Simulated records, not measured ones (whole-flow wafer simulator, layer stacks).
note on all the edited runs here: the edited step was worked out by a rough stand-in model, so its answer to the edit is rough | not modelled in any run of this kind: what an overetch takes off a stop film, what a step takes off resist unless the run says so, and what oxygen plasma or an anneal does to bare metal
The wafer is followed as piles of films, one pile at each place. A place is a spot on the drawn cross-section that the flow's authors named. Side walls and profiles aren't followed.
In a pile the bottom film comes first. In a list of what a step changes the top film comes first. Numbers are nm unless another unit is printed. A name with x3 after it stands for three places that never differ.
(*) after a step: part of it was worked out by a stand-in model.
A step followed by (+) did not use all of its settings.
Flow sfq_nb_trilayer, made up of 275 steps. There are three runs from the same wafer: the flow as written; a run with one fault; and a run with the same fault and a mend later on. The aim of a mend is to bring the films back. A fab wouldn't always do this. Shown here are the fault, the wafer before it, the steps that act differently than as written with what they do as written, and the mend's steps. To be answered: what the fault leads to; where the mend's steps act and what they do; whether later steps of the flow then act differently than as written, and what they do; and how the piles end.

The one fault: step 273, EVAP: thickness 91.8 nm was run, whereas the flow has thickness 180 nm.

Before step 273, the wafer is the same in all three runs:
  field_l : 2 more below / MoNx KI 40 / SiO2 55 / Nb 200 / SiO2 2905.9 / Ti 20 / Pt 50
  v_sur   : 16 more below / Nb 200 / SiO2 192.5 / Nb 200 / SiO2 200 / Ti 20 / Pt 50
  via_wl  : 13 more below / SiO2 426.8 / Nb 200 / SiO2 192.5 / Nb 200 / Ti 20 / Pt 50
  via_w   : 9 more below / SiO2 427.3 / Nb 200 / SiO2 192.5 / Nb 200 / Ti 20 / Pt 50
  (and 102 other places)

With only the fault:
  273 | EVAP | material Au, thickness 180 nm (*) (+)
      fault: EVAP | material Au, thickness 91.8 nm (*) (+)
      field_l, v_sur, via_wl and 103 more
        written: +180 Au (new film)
        fault: +91.8 Au (new film)
  Steps later in the flow that act otherwise than as written:
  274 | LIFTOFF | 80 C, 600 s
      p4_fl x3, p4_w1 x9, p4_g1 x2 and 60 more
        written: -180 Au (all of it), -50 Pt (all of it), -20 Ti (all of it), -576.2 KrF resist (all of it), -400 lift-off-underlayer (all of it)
        fault: -91.8 Au (all of it), -50 Pt (all of it), -20 Ti (all of it), -576.2 KrF resist (all of it), -400 lift-off-underlayer (all of it)
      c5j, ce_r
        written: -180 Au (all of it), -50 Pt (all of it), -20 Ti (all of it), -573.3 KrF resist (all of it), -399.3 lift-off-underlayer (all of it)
        fault: -91.8 Au (all of it), -50 Pt (all of it), -20 Ti (all of it), -573.3 KrF resist (all of it), -399.3 lift-off-underlayer (all of it)
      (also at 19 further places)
  By the end, the piles at field_l, v_sur, via_wl and 8 more depart from the flow's by more than 2% or 0.5 nm, whichever is larger.
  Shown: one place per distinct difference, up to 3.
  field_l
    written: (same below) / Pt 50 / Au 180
    fault: (same below) / Pt 50 / Au 91.8

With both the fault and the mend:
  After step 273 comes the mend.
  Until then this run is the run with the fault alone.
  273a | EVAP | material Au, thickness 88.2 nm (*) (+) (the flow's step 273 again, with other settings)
      field_l, v_sur, via_wl and 103 more
        +88.2 Au
  None of the later steps of the flow acts differently than as written at any place that is followed.
  At every place that both follow, the piles at the end match the flow's.
